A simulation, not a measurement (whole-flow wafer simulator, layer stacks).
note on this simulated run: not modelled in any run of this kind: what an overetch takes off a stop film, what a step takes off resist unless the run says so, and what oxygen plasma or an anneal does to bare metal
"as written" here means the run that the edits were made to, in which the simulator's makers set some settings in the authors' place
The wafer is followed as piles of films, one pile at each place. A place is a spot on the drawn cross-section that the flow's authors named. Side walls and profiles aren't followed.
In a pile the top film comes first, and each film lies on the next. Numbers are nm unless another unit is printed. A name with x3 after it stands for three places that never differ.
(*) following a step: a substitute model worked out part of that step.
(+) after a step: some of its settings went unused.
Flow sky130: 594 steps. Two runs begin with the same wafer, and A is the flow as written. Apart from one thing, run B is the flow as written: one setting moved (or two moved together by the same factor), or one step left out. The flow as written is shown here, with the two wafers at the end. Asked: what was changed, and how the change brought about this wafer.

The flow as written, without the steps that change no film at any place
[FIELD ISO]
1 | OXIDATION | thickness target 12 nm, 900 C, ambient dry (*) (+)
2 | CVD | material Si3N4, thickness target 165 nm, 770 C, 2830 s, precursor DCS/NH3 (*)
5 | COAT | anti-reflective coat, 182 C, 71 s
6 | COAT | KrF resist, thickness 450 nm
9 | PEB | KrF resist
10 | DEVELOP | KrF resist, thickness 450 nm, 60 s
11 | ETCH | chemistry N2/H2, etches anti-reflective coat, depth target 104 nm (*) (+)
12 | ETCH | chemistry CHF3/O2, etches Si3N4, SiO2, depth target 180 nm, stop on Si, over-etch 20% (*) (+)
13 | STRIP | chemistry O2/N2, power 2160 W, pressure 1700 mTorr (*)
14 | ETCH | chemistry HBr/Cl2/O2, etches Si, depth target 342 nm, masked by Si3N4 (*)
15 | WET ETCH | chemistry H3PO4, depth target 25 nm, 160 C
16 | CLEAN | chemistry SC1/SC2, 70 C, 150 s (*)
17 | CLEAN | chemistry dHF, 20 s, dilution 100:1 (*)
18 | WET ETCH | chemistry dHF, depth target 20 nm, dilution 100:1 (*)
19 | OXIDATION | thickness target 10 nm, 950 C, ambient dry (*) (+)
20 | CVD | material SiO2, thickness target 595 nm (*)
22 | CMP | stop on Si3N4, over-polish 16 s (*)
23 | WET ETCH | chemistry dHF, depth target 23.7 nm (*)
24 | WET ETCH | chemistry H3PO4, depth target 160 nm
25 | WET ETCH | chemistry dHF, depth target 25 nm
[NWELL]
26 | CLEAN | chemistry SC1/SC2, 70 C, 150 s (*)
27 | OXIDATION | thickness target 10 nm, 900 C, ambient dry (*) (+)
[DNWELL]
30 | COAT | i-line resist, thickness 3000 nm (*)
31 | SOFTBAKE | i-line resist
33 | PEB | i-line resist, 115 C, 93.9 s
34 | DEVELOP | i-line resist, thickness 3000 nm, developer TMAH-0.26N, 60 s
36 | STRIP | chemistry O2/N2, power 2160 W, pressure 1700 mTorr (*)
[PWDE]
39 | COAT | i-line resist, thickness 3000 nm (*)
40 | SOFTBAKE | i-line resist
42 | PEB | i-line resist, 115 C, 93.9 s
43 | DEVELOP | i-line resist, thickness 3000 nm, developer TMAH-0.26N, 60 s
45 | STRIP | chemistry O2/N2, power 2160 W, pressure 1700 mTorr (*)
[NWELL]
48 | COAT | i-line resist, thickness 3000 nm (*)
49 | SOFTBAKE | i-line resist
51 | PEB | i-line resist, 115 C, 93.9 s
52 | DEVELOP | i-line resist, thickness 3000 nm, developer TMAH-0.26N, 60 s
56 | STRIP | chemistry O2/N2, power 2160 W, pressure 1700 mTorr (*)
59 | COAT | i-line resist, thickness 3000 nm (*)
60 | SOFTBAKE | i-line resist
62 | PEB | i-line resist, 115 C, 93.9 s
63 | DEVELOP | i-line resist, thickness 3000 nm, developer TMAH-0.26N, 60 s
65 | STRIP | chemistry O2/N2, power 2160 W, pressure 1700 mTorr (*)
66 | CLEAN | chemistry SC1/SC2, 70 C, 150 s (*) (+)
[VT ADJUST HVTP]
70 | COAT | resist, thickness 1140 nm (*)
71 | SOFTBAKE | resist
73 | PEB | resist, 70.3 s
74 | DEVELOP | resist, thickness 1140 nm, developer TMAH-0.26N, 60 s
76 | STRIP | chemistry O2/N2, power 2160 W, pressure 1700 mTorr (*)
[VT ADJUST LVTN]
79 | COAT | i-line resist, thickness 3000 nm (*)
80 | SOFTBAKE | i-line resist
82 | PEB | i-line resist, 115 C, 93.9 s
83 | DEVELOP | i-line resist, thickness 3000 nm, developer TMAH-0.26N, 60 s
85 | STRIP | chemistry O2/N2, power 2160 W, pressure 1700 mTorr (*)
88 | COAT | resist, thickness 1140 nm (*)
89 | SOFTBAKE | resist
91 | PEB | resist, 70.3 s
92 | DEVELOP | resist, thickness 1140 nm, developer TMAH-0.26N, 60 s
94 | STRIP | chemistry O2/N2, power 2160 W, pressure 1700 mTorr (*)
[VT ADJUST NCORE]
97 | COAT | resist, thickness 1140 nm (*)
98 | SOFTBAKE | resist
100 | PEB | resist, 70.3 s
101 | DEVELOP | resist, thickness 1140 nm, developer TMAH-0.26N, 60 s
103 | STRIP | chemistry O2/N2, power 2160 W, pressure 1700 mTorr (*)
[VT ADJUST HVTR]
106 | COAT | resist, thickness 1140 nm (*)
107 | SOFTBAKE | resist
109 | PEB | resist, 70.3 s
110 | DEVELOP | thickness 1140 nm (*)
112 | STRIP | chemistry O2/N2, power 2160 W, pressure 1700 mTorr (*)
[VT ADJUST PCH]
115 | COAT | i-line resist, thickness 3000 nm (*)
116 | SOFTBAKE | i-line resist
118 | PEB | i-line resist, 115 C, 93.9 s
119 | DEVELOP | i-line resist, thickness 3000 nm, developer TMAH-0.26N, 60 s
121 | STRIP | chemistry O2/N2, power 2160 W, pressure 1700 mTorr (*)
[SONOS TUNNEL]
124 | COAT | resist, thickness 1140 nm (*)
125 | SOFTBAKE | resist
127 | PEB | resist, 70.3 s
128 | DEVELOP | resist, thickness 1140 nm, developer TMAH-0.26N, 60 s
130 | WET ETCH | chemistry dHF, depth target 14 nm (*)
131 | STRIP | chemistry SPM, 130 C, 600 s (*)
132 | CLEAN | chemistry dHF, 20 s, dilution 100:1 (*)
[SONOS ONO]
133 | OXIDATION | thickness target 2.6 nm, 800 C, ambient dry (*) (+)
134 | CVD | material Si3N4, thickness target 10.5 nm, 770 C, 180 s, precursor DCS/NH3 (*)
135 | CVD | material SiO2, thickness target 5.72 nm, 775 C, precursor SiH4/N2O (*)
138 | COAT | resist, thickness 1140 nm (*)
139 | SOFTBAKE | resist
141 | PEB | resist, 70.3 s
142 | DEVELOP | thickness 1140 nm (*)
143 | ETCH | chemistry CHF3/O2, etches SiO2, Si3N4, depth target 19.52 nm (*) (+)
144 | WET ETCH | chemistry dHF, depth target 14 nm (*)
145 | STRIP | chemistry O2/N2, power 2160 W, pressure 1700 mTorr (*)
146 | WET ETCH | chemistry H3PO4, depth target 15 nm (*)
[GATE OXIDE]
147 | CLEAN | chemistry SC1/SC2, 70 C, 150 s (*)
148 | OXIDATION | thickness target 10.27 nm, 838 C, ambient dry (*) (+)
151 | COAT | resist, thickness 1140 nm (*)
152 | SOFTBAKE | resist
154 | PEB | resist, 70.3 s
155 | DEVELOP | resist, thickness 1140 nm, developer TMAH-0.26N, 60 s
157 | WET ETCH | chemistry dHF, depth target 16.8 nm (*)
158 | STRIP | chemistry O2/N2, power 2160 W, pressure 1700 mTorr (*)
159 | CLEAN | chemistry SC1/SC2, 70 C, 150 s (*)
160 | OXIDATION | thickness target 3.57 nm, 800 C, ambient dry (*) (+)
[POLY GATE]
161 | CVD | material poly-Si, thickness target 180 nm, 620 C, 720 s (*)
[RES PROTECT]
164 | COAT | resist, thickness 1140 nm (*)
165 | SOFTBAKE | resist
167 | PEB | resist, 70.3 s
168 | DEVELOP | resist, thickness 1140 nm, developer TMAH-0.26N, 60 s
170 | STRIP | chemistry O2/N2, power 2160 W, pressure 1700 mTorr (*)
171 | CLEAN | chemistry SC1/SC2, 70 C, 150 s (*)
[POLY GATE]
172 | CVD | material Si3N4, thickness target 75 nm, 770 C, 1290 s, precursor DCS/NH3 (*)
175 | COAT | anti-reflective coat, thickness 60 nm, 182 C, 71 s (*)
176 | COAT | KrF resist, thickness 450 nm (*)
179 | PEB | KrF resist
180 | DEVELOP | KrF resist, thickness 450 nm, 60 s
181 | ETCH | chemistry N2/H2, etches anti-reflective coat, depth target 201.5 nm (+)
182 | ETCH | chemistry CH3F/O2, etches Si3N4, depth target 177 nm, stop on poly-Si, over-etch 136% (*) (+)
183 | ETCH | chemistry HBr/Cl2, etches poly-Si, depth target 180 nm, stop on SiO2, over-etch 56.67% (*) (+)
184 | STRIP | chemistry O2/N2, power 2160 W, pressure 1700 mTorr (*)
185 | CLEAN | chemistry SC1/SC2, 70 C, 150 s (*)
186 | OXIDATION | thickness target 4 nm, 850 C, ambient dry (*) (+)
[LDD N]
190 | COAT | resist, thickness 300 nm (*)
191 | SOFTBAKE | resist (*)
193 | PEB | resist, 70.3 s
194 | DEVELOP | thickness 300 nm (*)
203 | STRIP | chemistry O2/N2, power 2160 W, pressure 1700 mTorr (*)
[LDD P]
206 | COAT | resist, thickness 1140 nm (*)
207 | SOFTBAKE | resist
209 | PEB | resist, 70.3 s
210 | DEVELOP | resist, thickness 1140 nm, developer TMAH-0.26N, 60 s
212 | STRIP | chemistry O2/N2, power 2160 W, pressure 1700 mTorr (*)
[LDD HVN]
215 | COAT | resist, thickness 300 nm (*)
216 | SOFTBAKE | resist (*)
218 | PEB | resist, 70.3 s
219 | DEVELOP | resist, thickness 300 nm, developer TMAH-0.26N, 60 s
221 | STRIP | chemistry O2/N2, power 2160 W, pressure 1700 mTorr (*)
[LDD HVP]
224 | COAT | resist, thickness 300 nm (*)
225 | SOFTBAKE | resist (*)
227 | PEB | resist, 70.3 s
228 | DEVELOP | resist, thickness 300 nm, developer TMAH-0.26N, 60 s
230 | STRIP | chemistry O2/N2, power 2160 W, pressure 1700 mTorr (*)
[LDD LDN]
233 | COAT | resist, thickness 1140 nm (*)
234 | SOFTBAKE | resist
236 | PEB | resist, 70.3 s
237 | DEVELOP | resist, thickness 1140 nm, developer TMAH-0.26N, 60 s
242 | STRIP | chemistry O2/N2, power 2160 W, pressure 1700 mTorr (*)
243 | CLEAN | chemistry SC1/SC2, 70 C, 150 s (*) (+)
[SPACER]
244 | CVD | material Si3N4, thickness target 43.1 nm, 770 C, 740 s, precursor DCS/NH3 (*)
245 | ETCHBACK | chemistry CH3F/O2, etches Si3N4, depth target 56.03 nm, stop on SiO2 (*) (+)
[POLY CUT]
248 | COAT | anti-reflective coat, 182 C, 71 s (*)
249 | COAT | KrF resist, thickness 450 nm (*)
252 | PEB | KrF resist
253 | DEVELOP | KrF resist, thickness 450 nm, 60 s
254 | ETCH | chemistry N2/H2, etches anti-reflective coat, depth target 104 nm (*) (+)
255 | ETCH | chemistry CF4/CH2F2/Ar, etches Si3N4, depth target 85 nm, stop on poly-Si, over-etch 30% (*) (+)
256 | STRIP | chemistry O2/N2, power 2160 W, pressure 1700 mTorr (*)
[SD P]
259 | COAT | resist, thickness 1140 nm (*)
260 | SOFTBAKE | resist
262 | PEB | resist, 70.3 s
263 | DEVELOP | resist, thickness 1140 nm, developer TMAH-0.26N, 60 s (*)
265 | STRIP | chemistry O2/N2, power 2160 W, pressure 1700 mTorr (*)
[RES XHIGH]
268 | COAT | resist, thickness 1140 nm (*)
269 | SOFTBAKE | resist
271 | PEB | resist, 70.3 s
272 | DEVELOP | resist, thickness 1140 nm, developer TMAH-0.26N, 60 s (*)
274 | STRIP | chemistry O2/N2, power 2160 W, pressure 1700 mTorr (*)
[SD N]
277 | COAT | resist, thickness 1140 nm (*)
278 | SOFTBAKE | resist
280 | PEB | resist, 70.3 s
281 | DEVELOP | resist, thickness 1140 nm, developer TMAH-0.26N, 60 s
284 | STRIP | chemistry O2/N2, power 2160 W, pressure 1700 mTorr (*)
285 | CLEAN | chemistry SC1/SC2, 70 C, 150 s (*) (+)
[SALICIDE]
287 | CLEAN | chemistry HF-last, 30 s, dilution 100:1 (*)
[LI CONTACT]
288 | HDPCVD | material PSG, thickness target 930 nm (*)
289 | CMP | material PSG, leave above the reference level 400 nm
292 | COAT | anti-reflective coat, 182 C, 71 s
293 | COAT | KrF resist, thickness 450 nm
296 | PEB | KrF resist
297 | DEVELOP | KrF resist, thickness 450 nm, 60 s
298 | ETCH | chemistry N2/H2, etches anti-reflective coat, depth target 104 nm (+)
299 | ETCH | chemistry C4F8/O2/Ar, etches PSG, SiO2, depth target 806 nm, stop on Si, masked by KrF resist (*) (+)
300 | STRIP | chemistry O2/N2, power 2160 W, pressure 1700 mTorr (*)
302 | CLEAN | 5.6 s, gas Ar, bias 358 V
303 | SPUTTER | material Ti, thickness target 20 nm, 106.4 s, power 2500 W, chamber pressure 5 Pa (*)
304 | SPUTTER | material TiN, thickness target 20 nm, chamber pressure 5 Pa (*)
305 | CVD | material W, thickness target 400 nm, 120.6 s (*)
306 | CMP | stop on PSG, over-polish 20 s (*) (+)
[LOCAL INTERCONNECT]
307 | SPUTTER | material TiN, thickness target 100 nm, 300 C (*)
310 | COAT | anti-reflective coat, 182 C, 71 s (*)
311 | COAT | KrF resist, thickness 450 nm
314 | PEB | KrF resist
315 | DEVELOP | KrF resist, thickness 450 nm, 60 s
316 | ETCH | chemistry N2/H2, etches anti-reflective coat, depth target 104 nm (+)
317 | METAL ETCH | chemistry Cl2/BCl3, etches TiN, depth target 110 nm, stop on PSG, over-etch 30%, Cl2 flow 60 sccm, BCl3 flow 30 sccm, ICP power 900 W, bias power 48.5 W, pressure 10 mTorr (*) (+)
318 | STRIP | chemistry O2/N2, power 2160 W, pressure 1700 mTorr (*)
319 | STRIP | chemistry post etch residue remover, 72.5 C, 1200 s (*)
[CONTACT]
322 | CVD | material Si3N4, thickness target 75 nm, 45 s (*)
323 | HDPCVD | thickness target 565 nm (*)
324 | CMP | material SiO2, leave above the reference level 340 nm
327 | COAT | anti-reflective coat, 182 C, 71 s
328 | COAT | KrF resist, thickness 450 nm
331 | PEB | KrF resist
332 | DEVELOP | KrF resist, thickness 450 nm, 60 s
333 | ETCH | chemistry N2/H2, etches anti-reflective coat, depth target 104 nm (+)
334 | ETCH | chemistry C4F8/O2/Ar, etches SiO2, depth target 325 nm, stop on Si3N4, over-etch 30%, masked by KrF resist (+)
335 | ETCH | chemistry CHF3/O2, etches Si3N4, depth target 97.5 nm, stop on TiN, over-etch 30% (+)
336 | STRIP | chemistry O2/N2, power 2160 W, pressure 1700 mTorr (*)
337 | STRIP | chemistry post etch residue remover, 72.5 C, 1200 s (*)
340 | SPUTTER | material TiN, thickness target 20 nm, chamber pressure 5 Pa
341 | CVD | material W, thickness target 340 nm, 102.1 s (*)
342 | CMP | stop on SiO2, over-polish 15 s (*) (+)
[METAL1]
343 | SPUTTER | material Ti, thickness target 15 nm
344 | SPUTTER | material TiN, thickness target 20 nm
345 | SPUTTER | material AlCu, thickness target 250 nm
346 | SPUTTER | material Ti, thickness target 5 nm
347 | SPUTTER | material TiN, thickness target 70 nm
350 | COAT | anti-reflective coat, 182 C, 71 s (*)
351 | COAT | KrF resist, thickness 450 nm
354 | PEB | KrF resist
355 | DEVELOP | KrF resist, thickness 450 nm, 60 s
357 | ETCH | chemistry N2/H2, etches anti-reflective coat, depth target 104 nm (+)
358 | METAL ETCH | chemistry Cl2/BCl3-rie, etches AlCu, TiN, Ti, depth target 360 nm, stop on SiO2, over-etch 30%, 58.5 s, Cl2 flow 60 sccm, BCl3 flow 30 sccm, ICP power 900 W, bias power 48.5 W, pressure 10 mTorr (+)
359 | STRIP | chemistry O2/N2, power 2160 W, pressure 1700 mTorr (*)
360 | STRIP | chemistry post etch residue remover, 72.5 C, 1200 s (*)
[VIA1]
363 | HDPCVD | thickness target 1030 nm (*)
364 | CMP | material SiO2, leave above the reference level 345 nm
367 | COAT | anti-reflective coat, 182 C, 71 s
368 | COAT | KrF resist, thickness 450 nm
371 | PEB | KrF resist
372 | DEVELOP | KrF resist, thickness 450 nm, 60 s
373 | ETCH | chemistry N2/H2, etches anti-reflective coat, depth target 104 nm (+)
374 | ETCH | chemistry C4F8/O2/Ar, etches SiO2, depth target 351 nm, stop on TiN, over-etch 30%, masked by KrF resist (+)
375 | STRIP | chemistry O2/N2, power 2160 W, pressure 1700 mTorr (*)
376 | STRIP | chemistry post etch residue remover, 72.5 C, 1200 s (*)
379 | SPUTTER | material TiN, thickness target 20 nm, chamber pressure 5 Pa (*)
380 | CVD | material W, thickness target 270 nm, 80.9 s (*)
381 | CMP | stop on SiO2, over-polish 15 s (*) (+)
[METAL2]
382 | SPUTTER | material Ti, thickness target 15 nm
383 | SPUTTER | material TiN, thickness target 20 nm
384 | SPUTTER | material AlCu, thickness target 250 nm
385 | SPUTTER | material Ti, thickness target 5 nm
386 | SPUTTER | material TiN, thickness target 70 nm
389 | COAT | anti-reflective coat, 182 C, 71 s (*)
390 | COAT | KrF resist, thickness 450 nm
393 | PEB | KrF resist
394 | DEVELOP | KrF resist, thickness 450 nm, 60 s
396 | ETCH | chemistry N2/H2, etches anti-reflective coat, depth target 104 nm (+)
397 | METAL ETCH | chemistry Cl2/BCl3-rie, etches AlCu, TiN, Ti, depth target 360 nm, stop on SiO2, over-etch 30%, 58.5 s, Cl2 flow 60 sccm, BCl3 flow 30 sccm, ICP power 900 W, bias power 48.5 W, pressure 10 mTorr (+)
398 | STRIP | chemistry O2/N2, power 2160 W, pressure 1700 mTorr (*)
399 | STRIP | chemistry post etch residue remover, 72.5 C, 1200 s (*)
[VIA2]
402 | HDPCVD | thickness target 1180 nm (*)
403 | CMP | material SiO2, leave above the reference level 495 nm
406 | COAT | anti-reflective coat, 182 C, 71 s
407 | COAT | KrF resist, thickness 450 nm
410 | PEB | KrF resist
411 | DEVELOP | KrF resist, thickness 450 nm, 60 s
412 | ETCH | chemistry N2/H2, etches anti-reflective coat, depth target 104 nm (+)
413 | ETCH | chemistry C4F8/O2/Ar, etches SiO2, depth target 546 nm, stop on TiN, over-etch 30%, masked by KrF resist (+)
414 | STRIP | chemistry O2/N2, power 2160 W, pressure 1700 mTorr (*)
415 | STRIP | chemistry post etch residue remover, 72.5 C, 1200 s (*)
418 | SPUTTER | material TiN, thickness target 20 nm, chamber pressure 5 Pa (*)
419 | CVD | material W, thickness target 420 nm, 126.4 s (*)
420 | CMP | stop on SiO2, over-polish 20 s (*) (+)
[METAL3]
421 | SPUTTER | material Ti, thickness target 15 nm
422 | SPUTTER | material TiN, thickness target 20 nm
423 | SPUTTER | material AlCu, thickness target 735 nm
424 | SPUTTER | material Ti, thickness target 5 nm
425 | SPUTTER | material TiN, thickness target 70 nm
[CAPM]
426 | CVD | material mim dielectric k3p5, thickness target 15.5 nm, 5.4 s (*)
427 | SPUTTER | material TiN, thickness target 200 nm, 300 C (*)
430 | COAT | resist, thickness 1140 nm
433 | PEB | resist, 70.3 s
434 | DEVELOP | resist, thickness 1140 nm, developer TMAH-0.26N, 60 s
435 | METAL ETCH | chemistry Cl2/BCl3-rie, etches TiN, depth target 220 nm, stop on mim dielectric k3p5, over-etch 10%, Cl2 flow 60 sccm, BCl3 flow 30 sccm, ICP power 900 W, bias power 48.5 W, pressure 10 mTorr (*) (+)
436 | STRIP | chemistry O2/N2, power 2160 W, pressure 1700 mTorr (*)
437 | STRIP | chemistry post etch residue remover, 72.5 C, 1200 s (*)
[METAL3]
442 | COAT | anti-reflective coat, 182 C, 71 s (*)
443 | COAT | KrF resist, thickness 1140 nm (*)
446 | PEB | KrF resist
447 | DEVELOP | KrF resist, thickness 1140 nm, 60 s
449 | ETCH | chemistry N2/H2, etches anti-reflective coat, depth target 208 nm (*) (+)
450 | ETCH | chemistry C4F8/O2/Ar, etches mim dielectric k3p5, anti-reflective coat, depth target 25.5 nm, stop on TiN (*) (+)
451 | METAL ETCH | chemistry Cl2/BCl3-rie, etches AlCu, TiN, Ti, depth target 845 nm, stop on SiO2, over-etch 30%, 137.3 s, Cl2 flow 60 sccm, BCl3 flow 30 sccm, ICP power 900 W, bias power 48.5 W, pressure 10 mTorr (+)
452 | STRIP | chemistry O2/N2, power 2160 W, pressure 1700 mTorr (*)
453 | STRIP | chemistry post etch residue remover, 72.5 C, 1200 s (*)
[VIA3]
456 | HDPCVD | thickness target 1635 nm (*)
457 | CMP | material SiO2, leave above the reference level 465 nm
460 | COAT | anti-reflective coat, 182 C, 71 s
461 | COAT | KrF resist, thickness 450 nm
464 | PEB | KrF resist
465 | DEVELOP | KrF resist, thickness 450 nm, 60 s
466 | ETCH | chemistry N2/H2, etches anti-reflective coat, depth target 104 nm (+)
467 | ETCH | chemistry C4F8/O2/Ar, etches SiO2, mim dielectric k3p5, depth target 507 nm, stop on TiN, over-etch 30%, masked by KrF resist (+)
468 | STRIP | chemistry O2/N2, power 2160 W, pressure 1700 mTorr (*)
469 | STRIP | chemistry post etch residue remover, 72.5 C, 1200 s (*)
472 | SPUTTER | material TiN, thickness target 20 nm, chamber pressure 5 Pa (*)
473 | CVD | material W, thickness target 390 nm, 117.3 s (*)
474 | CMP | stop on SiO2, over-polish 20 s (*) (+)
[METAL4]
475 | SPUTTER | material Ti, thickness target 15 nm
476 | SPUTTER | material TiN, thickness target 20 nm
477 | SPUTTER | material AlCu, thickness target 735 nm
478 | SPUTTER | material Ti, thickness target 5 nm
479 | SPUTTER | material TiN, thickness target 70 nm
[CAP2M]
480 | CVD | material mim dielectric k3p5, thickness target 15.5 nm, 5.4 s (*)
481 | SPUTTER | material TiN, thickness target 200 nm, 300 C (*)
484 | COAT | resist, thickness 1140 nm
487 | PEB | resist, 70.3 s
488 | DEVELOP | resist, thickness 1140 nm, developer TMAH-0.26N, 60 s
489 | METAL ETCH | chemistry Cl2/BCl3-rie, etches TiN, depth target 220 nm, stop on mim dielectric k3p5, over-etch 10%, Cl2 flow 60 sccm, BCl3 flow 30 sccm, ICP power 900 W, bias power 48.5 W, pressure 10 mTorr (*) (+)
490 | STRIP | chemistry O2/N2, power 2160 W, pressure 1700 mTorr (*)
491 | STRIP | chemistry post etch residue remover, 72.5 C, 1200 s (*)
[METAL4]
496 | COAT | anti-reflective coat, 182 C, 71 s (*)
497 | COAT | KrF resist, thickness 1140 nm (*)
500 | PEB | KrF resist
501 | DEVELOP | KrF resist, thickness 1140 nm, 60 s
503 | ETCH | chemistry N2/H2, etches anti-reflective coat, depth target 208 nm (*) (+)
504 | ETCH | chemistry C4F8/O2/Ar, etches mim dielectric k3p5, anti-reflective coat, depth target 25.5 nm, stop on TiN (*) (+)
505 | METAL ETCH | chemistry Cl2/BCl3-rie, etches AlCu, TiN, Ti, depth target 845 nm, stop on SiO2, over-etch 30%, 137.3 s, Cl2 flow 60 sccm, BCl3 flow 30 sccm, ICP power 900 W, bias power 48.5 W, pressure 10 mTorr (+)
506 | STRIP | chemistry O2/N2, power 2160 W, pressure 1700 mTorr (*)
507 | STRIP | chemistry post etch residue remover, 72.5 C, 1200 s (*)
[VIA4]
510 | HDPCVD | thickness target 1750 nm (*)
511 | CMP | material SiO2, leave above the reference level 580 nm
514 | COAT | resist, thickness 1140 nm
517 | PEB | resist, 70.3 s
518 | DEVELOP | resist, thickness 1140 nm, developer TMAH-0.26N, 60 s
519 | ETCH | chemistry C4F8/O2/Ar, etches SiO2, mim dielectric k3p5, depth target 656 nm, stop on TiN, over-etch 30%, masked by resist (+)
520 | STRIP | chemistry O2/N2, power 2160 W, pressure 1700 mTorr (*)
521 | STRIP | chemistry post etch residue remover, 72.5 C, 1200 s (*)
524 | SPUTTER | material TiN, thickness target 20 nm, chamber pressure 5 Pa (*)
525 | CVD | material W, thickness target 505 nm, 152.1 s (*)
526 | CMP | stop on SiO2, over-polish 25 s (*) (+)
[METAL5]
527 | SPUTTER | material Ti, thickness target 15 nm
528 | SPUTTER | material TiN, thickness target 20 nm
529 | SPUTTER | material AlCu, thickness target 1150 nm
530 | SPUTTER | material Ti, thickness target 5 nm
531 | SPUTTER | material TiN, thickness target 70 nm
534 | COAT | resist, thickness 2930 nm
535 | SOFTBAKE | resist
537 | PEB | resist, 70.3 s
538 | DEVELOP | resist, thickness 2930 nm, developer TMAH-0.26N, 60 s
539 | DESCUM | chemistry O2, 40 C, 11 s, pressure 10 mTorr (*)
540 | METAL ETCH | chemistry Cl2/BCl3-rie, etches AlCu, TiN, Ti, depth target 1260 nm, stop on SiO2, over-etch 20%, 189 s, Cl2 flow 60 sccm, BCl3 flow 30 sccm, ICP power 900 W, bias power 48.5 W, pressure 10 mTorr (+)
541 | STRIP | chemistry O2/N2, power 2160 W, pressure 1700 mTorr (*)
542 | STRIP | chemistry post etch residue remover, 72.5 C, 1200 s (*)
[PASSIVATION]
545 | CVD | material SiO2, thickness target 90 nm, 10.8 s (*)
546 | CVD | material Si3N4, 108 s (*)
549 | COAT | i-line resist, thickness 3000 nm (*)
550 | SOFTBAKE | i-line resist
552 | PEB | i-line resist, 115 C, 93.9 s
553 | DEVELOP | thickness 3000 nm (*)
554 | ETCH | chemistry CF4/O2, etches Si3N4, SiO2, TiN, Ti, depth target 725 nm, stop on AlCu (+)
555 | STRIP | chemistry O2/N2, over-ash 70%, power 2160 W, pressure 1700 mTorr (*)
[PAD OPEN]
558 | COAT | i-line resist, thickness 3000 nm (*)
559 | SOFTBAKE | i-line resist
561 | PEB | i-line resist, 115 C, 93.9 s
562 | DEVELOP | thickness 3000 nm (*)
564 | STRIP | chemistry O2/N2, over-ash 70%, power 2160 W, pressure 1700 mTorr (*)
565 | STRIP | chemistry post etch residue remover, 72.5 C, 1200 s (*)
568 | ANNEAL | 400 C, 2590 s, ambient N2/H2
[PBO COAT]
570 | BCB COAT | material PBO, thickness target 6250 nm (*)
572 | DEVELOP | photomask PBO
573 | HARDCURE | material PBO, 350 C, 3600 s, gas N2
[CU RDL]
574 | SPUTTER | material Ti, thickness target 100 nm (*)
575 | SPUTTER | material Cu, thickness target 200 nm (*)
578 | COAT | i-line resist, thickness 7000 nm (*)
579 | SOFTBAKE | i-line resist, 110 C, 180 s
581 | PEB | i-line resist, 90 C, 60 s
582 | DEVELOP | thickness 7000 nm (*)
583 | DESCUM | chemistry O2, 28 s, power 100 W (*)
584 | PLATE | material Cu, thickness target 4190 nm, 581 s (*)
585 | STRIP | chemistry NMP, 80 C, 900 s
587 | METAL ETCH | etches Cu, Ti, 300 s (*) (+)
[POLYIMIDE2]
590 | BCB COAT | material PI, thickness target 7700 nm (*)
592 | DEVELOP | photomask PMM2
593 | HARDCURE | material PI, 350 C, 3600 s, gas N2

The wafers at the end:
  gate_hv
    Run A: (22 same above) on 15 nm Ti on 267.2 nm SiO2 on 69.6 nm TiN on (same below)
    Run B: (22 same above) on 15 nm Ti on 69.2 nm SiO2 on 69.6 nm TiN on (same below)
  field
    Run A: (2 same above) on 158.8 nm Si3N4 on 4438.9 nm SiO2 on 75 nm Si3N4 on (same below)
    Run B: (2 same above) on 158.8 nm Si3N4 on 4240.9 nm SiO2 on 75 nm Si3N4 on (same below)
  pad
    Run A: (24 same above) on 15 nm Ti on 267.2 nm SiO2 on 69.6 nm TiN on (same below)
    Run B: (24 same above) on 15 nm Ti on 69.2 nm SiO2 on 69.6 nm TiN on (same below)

The reason: step 364, CMP: leave above the reference level 147 nm was run, whereas the flow has leave above the reference level 345 nm.

Step by step, how the change led to this:
  364 | CMP | material SiO2, leave above the reference level 345 nm
      n_well, p_well, gate_hv and 100 more: A SiO2 loses 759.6 | B SiO2 loses 957.6
      field, active, gate and 81 more: A SiO2 loses 389.1 | B SiO2 loses 587.1
      (as well as at 4 more places)
  374 | ETCH | chemistry C4F8/O2/Ar, etches SiO2, depth target 351 nm, stop on TiN, over-etch 30%, masked by KrF resist (+)
      field, active, n_well and 186 more: A KrF resist loses 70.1 | B KrF resist loses 18.7
      m1, via1_hole: A SiO2 loses 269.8 (all of it) | B SiO2 loses 71.8 (all of it)
  375 | STRIP | chemistry O2/N2, power 2160 W, pressure 1700 mTorr (*)
      field, active, n_well and 186 more: A KrF resist loses 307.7 (all of it), anti-reflective coat loses 80 (all of it) | B KrF resist loses 359.2 (all of it), anti-reflective coat loses 80 (all of it)
  379 | SPUTTER | material TiN, thickness target 20 nm, chamber pressure 5 Pa (*)
      m1: A TiN gains 11 | B TiN gains 16.1
      via1_hole: A TiN gains 10.9 | B TiN gains 16
  380 | CVD | material W, thickness target 270 nm, 80.9 s (*)
      m1, via1_hole: A W gains 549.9 (new film) | B W gains 346.8 (new film)
